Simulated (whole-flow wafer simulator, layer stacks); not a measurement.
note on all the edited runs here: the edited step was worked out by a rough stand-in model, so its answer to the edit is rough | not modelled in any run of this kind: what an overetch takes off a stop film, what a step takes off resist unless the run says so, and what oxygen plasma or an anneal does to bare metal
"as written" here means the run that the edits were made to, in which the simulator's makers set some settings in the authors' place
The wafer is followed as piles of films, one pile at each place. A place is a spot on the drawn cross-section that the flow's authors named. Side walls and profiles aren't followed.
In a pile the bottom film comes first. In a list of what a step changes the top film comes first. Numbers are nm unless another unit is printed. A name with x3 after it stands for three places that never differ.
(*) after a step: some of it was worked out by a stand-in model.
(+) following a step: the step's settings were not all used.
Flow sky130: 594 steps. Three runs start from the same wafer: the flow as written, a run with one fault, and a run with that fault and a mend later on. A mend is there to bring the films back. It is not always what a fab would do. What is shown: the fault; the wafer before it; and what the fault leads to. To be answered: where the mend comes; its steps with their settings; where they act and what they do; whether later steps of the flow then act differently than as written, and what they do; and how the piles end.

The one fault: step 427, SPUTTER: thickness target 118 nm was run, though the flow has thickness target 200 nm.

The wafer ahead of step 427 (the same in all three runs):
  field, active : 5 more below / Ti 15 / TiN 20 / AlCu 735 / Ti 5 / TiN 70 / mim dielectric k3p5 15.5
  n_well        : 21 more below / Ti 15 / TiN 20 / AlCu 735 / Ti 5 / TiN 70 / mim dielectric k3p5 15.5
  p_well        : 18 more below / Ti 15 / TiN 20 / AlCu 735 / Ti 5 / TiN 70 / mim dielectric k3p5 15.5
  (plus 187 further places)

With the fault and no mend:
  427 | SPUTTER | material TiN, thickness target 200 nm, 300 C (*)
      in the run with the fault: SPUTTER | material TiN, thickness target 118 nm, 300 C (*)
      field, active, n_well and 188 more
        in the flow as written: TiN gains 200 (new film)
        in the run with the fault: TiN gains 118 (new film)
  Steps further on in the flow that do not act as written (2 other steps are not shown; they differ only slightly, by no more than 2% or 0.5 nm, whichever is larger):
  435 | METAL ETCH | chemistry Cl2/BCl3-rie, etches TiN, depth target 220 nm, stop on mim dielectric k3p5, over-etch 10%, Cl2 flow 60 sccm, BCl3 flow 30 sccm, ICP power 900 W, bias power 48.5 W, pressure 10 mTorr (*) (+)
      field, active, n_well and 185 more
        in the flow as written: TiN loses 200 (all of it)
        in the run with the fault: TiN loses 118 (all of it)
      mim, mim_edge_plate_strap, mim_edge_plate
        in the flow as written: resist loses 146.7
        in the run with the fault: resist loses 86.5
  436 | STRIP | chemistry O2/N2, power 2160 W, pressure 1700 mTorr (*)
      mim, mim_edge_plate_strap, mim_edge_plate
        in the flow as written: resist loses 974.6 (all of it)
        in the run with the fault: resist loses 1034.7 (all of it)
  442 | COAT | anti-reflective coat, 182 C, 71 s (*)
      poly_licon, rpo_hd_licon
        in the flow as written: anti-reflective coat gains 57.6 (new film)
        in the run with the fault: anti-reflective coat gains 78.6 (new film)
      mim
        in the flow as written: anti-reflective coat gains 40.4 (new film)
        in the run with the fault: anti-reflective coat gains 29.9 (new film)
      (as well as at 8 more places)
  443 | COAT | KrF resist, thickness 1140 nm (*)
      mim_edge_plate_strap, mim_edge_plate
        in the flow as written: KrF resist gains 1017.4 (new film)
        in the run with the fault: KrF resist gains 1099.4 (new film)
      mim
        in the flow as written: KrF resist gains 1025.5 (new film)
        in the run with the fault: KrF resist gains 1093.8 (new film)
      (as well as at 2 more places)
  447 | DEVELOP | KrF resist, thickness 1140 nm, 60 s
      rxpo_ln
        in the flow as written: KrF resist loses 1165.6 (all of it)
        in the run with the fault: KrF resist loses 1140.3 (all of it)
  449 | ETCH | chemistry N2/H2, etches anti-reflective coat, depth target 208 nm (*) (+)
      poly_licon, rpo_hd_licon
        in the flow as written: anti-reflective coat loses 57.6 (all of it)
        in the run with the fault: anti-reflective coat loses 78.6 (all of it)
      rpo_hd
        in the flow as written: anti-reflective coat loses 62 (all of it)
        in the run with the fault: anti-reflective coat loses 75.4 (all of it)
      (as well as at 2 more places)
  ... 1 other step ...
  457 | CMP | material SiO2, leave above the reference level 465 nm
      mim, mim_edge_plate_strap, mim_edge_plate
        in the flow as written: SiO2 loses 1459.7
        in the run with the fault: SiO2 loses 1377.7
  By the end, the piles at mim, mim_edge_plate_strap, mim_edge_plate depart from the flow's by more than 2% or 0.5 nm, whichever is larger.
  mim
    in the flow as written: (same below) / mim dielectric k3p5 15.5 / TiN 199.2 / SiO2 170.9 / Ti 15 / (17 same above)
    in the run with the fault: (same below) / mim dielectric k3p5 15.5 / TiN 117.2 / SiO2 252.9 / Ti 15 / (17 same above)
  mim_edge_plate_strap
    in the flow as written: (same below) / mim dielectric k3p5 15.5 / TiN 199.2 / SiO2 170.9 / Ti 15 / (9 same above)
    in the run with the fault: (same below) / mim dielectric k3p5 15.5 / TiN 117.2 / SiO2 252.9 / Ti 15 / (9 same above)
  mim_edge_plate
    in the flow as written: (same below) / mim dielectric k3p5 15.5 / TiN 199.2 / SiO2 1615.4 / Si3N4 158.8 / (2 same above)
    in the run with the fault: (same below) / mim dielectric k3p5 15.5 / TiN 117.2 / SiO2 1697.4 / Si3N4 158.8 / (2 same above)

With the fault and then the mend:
  The mend stands after step 427.
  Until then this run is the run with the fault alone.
  427a | SPUTTER | material TiN, thickness target 82 nm, 300 C (*) (a further turn of the flow's step 427, with different settings)
      field, active, n_well and 188 more
        TiN gains 82
  Later steps of the flow that are run all act as written at every place that is followed.
  The piles end the same as the flow's at every place that both follow.
